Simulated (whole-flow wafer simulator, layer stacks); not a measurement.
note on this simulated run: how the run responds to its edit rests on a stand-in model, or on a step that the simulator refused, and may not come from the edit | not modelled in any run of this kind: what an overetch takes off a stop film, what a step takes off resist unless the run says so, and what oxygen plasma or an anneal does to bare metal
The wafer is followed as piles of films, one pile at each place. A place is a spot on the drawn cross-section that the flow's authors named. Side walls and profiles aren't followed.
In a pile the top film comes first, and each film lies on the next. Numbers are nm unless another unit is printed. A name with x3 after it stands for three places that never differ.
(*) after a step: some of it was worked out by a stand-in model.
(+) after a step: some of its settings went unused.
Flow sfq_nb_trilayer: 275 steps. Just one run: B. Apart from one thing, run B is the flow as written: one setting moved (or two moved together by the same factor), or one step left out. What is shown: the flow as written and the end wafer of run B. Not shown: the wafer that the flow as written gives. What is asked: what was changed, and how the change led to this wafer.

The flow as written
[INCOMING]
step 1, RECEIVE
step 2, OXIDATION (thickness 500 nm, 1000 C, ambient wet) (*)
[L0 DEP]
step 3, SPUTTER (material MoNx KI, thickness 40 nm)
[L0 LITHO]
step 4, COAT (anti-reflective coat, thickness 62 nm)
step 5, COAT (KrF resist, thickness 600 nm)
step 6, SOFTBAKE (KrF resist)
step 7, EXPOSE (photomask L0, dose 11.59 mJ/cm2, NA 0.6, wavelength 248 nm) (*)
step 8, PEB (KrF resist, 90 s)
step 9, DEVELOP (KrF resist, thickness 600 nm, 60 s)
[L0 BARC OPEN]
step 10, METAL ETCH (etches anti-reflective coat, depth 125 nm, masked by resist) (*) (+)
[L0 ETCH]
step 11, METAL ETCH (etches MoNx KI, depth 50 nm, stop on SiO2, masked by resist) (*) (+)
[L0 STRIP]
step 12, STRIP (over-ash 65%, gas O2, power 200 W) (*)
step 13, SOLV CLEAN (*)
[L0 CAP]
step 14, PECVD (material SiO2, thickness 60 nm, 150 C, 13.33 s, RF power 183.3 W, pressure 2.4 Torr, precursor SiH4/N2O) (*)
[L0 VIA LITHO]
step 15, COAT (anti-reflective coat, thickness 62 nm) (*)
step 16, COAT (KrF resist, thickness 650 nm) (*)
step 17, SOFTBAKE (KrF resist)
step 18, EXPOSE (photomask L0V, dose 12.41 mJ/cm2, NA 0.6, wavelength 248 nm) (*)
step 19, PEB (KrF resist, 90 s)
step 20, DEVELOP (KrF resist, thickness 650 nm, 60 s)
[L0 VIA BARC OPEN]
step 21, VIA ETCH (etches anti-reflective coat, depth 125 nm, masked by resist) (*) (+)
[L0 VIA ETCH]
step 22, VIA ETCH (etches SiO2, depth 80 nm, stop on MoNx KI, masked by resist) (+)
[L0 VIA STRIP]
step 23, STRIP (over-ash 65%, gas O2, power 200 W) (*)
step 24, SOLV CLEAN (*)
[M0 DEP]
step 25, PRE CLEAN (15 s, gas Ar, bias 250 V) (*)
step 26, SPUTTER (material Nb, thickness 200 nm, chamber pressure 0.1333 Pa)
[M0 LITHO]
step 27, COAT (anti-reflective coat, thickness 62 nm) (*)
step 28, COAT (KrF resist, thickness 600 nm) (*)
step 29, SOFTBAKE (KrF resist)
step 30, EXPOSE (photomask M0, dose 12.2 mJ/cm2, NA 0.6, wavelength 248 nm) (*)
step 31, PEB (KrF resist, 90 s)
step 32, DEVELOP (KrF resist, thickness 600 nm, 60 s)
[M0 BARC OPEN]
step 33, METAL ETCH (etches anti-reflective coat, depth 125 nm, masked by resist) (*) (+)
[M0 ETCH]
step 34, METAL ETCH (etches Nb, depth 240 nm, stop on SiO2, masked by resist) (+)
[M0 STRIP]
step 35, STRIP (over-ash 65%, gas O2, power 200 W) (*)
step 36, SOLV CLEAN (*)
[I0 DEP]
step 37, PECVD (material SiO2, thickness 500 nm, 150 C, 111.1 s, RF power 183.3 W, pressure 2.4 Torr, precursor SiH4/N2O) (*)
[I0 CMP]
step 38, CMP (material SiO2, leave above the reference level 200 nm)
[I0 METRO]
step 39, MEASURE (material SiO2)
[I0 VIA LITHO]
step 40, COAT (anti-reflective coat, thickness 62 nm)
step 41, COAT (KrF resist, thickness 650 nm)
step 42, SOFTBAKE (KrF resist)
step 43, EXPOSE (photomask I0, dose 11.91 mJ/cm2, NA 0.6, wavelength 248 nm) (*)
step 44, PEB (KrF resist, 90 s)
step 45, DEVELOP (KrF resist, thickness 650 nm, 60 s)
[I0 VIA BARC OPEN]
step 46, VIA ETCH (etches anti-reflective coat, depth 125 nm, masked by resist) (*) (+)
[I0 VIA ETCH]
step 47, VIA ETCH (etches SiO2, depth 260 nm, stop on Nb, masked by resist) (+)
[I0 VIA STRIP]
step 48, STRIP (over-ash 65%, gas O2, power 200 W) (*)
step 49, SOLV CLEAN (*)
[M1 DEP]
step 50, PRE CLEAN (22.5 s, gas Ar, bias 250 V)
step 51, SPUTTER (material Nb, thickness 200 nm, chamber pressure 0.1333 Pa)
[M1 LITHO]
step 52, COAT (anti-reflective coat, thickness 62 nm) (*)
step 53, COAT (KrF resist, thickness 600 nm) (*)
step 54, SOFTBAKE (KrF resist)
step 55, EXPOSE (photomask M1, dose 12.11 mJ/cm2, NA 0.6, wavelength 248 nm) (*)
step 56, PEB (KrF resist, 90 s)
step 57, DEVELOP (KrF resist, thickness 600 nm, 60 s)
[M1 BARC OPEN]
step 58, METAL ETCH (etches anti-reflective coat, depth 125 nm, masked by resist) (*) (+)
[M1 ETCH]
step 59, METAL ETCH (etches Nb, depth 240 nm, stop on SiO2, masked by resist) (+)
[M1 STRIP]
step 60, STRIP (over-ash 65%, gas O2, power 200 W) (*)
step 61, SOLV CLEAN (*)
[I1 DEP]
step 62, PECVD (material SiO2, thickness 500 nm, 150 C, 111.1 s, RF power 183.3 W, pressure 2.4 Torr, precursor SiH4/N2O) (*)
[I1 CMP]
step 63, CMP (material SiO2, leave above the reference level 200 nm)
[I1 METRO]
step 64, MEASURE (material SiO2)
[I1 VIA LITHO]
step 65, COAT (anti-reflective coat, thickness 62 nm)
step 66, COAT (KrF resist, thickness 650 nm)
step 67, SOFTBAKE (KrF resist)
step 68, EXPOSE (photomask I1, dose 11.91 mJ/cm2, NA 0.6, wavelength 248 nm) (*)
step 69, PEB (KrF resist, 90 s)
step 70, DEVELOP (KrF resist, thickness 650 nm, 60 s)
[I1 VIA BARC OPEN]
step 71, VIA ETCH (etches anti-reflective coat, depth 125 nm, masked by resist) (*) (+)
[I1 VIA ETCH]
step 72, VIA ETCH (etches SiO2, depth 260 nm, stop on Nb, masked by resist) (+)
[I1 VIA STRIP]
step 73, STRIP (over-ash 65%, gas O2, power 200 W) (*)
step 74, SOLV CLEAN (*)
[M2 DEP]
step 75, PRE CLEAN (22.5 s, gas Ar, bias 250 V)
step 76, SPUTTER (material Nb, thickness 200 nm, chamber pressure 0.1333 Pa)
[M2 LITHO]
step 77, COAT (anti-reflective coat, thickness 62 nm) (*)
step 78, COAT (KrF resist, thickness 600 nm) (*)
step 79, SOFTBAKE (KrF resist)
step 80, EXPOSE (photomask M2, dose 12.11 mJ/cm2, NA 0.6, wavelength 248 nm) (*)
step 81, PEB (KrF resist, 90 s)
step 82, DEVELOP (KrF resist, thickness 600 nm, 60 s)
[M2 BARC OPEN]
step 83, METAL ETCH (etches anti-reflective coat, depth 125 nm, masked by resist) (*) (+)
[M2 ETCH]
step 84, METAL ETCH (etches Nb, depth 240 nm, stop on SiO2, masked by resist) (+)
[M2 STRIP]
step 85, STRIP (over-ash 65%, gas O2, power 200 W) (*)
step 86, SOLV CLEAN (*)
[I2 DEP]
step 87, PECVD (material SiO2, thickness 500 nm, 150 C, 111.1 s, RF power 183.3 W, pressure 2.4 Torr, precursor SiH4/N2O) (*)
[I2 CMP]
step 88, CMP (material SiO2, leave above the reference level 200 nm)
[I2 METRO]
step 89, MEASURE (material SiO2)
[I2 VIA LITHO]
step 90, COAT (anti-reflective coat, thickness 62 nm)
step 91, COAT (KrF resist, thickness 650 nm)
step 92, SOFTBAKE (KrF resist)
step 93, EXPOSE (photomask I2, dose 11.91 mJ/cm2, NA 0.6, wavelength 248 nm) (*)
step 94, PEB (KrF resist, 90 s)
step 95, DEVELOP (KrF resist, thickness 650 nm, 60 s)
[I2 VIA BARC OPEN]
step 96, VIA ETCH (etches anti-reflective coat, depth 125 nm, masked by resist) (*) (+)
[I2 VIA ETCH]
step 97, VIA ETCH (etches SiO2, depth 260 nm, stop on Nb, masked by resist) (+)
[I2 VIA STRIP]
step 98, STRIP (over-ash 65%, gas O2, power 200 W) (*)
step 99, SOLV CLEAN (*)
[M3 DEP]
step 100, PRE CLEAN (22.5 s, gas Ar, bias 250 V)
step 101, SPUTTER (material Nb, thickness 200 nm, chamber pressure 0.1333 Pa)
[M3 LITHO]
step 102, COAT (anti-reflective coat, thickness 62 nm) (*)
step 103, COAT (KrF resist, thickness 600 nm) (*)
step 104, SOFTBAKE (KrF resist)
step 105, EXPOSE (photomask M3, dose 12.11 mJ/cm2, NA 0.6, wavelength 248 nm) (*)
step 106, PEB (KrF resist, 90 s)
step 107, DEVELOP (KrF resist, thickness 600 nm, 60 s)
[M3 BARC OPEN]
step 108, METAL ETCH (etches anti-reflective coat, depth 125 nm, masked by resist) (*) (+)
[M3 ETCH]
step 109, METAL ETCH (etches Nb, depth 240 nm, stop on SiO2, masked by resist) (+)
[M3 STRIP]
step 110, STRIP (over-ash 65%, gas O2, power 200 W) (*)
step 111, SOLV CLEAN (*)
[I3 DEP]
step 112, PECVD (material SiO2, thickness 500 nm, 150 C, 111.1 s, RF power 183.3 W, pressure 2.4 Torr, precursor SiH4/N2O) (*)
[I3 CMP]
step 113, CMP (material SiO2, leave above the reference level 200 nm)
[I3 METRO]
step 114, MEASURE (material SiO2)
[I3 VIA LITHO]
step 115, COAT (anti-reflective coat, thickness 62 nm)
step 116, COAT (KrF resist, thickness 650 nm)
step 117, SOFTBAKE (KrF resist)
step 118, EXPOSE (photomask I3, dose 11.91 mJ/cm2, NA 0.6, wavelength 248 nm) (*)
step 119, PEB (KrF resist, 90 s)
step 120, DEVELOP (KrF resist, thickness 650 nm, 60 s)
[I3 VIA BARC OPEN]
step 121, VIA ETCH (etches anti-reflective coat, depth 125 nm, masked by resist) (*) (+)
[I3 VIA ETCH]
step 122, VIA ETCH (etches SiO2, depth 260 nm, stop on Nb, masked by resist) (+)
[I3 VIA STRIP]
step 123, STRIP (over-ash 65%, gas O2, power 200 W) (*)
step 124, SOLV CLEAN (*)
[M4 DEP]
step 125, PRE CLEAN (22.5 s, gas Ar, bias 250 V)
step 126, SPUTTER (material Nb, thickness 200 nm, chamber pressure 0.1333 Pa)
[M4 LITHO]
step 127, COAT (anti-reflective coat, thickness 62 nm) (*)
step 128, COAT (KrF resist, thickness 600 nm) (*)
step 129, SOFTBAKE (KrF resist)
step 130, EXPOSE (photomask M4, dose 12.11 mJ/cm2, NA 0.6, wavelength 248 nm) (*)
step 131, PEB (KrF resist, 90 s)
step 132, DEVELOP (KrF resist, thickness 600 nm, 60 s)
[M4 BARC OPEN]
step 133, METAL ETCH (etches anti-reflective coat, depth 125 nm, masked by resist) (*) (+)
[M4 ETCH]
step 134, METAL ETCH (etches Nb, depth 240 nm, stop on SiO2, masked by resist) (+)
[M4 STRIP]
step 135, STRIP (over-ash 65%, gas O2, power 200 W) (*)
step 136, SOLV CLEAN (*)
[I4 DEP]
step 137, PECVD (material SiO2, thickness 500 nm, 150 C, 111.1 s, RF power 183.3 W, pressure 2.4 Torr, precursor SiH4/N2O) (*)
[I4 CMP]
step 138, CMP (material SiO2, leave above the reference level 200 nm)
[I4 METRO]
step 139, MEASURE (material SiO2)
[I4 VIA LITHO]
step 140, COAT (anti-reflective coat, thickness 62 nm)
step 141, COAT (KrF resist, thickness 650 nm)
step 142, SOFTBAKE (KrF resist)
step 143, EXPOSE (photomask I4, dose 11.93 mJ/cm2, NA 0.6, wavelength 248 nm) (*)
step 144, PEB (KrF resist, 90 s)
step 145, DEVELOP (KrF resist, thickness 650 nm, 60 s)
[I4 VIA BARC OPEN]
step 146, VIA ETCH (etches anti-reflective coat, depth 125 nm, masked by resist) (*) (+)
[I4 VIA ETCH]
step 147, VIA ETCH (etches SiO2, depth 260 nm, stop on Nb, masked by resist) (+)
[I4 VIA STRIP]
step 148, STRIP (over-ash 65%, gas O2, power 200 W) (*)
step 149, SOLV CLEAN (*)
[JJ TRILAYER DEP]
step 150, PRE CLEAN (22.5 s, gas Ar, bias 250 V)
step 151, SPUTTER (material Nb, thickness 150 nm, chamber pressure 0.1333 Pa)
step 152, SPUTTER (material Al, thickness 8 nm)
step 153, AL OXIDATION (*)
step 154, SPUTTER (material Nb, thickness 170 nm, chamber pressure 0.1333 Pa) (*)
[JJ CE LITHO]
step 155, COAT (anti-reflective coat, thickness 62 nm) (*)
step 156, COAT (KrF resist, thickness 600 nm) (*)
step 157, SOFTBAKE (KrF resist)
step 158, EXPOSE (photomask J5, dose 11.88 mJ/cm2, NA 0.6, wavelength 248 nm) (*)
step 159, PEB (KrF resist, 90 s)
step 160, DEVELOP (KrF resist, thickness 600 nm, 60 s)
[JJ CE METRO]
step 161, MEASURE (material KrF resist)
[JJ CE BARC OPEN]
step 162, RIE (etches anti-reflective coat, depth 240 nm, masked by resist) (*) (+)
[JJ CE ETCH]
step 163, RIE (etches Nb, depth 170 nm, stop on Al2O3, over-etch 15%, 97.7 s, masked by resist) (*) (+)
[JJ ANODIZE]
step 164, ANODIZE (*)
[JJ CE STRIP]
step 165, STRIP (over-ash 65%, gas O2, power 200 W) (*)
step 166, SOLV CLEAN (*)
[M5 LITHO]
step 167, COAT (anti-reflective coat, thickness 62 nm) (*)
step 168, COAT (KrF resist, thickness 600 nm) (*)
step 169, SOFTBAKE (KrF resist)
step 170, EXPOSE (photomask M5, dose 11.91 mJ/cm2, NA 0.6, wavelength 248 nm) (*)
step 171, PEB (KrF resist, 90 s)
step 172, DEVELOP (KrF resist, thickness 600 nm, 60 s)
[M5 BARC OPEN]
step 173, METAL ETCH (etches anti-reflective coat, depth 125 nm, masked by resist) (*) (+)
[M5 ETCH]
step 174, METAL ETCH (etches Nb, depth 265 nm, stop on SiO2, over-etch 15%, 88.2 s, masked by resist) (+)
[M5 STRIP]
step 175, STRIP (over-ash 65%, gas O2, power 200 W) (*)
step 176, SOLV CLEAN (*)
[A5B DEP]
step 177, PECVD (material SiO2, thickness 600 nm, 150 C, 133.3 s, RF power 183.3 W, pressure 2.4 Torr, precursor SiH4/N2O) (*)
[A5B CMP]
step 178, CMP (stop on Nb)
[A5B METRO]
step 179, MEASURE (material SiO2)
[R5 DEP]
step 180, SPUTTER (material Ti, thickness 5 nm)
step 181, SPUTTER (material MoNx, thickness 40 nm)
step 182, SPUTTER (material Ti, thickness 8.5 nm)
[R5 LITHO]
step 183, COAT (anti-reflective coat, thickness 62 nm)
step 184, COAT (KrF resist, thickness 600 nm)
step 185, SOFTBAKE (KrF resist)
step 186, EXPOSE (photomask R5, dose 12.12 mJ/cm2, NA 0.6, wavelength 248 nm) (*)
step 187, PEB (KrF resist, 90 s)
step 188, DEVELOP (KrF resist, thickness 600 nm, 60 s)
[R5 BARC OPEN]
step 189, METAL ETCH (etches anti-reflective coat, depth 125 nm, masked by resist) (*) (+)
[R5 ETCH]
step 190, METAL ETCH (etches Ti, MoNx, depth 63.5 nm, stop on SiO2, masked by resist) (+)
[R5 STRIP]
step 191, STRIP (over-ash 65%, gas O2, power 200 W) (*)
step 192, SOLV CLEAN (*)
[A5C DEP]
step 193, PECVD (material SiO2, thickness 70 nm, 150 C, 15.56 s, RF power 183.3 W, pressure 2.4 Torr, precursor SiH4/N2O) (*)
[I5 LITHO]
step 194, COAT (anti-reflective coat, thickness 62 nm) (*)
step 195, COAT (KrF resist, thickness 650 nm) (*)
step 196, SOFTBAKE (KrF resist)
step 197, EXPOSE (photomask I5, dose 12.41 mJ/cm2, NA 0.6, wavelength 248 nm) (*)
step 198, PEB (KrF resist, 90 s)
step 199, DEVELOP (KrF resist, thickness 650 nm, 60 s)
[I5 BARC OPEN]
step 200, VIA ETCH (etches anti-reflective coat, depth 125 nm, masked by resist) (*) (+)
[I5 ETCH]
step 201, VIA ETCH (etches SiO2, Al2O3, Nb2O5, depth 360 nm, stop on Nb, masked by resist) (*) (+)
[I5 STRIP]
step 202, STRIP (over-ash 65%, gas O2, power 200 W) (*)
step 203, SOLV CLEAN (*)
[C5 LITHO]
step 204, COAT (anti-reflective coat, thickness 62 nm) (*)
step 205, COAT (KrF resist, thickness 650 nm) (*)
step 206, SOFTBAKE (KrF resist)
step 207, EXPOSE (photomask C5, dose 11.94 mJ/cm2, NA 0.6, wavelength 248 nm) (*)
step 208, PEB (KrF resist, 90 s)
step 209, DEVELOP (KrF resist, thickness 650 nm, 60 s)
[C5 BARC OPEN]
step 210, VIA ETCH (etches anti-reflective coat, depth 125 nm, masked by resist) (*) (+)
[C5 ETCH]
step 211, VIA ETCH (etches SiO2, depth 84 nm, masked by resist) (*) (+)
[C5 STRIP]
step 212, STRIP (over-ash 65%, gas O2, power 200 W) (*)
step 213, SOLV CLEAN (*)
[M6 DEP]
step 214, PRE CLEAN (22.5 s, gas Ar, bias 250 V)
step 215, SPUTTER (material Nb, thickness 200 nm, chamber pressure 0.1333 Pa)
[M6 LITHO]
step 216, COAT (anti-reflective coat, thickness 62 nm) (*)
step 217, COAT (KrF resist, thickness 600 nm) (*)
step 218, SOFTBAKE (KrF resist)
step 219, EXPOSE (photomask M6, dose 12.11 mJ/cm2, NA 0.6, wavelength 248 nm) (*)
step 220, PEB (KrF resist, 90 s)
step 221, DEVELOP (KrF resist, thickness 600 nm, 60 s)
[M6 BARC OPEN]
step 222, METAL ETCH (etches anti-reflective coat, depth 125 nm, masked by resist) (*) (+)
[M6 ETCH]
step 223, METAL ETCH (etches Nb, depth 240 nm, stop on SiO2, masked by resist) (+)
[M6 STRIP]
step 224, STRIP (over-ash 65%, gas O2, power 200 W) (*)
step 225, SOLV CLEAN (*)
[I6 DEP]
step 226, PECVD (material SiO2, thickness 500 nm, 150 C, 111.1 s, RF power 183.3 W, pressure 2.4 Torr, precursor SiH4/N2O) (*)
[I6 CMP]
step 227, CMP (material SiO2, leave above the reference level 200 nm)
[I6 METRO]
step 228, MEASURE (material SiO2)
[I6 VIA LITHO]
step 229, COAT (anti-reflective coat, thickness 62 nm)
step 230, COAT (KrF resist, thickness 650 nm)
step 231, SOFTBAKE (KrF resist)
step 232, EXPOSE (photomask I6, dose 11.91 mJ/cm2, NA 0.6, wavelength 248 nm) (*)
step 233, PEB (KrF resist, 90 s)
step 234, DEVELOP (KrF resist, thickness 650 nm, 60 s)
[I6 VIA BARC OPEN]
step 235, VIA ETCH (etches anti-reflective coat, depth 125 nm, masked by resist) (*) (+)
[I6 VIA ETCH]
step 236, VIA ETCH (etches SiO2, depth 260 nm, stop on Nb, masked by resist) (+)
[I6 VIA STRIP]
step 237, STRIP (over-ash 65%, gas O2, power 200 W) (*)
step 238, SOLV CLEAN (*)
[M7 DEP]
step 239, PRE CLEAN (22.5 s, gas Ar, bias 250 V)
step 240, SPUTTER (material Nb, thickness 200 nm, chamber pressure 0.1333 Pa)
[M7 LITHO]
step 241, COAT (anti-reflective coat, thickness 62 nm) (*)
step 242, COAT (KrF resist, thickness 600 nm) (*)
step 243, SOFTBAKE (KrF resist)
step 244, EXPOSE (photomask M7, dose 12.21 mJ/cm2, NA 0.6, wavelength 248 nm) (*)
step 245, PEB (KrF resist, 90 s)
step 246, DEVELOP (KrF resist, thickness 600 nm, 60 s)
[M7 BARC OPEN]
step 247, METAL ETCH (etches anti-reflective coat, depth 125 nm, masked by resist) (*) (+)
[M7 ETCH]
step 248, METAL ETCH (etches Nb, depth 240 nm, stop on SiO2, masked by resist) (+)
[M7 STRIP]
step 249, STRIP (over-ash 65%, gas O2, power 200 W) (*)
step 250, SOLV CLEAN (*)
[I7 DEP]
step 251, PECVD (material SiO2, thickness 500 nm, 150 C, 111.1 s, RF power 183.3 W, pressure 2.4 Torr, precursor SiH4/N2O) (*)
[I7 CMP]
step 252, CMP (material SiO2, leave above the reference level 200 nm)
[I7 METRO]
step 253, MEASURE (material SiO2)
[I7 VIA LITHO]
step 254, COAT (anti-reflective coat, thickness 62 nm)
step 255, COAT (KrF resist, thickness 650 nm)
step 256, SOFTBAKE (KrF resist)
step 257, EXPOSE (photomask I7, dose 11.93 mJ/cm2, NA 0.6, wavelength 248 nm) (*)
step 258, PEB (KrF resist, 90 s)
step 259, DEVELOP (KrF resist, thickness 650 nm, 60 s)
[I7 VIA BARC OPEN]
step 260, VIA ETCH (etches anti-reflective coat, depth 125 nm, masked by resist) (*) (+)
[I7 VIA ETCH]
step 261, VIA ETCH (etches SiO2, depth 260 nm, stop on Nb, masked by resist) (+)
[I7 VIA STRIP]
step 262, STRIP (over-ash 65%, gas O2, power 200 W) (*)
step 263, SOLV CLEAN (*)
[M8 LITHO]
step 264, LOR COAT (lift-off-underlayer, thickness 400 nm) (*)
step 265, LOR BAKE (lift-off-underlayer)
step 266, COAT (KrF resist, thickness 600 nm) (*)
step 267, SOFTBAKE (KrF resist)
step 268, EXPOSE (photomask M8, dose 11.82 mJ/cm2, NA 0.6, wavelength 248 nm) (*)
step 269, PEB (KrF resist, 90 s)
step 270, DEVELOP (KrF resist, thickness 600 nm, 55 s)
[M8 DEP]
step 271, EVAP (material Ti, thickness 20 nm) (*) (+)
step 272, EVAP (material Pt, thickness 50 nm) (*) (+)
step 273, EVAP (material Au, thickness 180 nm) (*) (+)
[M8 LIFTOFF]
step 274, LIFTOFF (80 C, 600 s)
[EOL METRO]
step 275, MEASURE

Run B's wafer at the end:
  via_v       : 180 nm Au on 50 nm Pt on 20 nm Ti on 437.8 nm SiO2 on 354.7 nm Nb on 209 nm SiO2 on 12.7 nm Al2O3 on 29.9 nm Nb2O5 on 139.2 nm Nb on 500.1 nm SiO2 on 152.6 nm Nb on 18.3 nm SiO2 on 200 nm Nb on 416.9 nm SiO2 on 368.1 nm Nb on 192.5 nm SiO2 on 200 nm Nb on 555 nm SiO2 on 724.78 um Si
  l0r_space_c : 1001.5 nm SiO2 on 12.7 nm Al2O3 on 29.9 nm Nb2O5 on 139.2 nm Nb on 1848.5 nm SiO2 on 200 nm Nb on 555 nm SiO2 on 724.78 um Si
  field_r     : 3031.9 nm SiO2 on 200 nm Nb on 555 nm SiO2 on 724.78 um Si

The reason: step 113, CMP: leave above the reference level 286 nm was run, whereas the flow has leave above the reference level 200 nm.

Step by step, how the change led to this:
  step 113, CMP (material SiO2, leave above the reference level 200 nm)
      field_l, be, be_sur and 64 more: -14 SiO2 (in the flow as written it would be: -100 SiO2)
      v_sur, via_wl, via_wr and 27 more: -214 SiO2 (in the flow as written it would be: -300 SiO2)
      (and at 9 other places as well)
  step 122, VIA ETCH (etches SiO2, depth 260 nm, stop on Nb, masked by resist) (+)
      via_v: -260 SiO2 (in the flow as written it would be: -199.8 SiO2 (all of it))
  step 125, PRE CLEAN (22.5 s, gas Ar, bias 250 V)
      via_v: -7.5 SiO2 (in the flow as written it would be: -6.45 Nb)
  step 126, SPUTTER (material Nb, thickness 200 nm, chamber pressure 0.1333 Pa)
      via_v: +152.6 Nb (new film) (in the flow as written it would be: +165.5 Nb)
  step 127, COAT (anti-reflective coat, thickness 62 nm) (*)
      via_sp: +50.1 anti-reflective coat (new film) (in the flow as written it would be: +53 anti-reflective coat (new film))
      via_v: +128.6 anti-reflective coat (new film) (in the flow as written it would be: +124.8 anti-reflective coat (new film))
      (and at 1 other place as well)
  step 128, COAT (KrF resist, thickness 600 nm) (*)
      via_v: +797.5 KrF resist (new film) (in the flow as written it would be: +739.8 KrF resist (new film))
  step 135, STRIP (over-ash 65%, gas O2, power 200 W) (*)
      via_sp: -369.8 KrF resist (all of it), -50.1 anti-reflective coat (all of it) (in the flow as written it would be: -373.9 KrF resist (all of it), -53 anti-reflective coat (all of it))
      via_v: -579.3 KrF resist (all of it), -128.6 anti-reflective coat (all of it) (in the flow as written it would be: -521.8 KrF resist (all of it), -124.8 anti-reflective coat (all of it))
      (and at 1 other place as well)
  step 137, PECVD (material SiO2, thickness 500 nm, 150 C, 111.1 s, RF power 183.3 W, pressure 2.4 Torr, precursor SiH4/N2O) (*)
      via_v: +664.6 SiO2 (new film) (in the flow as written it would be: +615 SiO2 (new film))
  step 138, CMP (material SiO2, leave above the reference level 200 nm)
      via_v: -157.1 SiO2 (in the flow as written it would be: -181.6 SiO2)
With metal films that touch counted as one body, via_v has 7 bodies (between them, from the top down: SiO2 437.8; SiO2 209 / Al2O3 12.7 / Nb2O5 29.9; SiO2 500.1; SiO2 18.3; SiO2 416.9; SiO2 192.5); the flow as written gives 6 bodies (between them, from the top down: SiO2 437.8; SiO2 209 / Al2O3 12.7 / Nb2O5 29.9; SiO2 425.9; SiO2 416.9; SiO2 192.5).
